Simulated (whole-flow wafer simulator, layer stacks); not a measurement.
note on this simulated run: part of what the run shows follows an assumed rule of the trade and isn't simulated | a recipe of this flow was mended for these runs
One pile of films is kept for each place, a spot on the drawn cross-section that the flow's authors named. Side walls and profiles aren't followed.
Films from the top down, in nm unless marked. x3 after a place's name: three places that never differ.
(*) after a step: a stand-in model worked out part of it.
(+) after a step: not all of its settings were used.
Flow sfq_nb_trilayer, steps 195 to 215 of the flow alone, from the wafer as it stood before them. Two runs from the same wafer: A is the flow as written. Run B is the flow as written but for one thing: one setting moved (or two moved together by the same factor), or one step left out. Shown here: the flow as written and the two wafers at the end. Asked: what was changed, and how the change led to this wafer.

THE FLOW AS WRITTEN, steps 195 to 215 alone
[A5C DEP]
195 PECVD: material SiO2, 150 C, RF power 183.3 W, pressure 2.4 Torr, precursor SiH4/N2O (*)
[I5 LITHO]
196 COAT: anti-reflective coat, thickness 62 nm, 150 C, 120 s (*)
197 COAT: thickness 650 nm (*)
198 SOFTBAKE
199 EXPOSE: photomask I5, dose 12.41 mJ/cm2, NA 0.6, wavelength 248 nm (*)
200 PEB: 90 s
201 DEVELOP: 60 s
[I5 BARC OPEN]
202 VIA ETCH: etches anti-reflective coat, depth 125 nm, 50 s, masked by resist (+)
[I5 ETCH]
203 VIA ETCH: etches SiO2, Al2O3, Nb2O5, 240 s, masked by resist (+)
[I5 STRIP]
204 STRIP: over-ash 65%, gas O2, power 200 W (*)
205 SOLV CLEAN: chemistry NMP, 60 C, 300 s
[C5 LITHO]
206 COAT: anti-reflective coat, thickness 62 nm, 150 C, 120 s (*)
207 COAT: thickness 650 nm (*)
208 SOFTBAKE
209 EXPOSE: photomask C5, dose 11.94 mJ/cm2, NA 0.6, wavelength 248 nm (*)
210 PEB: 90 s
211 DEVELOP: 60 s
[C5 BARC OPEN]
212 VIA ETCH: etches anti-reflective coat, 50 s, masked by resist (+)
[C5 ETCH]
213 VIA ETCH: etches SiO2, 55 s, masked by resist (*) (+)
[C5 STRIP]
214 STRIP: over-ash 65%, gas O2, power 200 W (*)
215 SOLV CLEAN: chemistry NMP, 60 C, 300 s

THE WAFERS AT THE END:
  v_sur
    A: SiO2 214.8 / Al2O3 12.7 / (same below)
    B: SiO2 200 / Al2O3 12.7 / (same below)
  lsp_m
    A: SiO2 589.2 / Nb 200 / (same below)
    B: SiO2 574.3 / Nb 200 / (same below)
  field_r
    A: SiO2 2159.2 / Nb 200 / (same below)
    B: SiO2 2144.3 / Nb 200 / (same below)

The cause: step 195, PECVD: pressure 3.25 Torr was run, where the flow has pressure 2.4 Torr.

How the change led to this, step by step:
  195 PECVD: material SiO2, 150 C, RF power 183.3 W, pressure 2.4 Torr, precursor SiH4/N2O (*)
      field_l, v_sur, via_wl and 92 more: A SiO2 +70 | B SiO2 +55.1
      ce_l, c5j, ce_r and 8 more: A SiO2 +70 (new film) | B SiO2 +55.1 (new film)
  203 VIA ETCH: etches SiO2, Al2O3, Nb2O5, 240 s, masked by resist (+)
      be: A SiO2 -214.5 (all of it), Al2O3 -12.7 (all of it), Nb2O5 -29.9 (all of it), Nb -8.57 | B SiO2 -199.7 (all of it), Al2O3 -12.7 (all of it), Nb2O5 -29.9 (all of it), Nb -9.81
  213 VIA ETCH: etches SiO2, 55 s, masked by resist (*) (+)
      c5j: A SiO2 -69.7 (all of it), Nb -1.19 | B SiO2 -54.9 (all of it), Nb -2.43
      res: A SiO2 -69.7 (all of it), Ti -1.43 | B SiO2 -54.8 (all of it), Ti -2.92
